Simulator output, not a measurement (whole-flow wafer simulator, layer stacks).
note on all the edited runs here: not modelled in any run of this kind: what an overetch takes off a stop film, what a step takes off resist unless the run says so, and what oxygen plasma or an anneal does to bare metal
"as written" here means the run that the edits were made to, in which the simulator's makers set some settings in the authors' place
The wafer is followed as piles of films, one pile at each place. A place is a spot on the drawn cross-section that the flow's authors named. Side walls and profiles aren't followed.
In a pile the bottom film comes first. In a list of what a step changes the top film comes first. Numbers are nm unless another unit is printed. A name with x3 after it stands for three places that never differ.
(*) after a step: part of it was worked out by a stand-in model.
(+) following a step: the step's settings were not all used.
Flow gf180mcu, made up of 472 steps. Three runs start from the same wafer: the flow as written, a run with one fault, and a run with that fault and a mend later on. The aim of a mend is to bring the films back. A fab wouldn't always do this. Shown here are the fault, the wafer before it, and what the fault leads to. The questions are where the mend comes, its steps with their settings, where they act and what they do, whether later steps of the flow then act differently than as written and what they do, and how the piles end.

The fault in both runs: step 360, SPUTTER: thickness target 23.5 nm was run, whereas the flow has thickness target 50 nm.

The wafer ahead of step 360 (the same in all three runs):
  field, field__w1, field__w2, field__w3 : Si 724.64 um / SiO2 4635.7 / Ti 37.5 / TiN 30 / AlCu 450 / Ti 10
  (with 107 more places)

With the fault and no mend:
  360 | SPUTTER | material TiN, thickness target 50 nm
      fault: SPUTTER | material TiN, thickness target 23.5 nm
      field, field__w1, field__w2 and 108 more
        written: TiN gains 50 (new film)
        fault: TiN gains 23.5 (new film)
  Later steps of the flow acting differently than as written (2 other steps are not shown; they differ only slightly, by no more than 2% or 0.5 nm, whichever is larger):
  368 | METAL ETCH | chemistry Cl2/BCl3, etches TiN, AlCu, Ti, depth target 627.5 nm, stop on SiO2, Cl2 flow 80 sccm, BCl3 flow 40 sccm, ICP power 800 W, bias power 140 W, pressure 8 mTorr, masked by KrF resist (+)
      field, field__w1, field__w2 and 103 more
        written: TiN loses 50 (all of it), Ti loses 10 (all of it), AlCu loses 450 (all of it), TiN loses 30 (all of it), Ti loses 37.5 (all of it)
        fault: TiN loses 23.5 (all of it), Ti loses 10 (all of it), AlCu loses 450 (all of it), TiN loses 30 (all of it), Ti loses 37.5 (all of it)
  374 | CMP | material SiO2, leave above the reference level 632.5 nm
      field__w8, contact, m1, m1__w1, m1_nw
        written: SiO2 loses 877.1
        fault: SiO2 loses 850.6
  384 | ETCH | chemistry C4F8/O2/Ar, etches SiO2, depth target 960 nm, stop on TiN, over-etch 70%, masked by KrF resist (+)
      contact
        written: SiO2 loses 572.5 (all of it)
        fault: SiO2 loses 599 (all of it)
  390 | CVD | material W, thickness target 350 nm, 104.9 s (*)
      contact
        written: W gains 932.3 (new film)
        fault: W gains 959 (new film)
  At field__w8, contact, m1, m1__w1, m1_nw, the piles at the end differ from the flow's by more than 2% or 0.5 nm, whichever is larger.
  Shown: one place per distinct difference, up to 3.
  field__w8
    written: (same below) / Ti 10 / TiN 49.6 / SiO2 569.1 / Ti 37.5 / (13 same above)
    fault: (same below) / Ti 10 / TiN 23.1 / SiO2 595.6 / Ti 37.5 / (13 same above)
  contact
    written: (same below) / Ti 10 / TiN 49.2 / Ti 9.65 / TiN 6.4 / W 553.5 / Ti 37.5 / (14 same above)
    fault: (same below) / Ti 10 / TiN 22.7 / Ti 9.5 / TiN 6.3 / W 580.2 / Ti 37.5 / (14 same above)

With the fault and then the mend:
  The mend follows step 360.
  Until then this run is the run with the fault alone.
  360a | SPUTTER | material TiN, thickness target 26.5 nm (the flow's step 360, run once more with other settings)
      field, field__w1, field__w2 and 108 more
        TiN gains 26.5
  None of the later steps of the flow acts differently than as written at any place that is followed.
  By the end, the piles equal the flow's at every place that both follow.
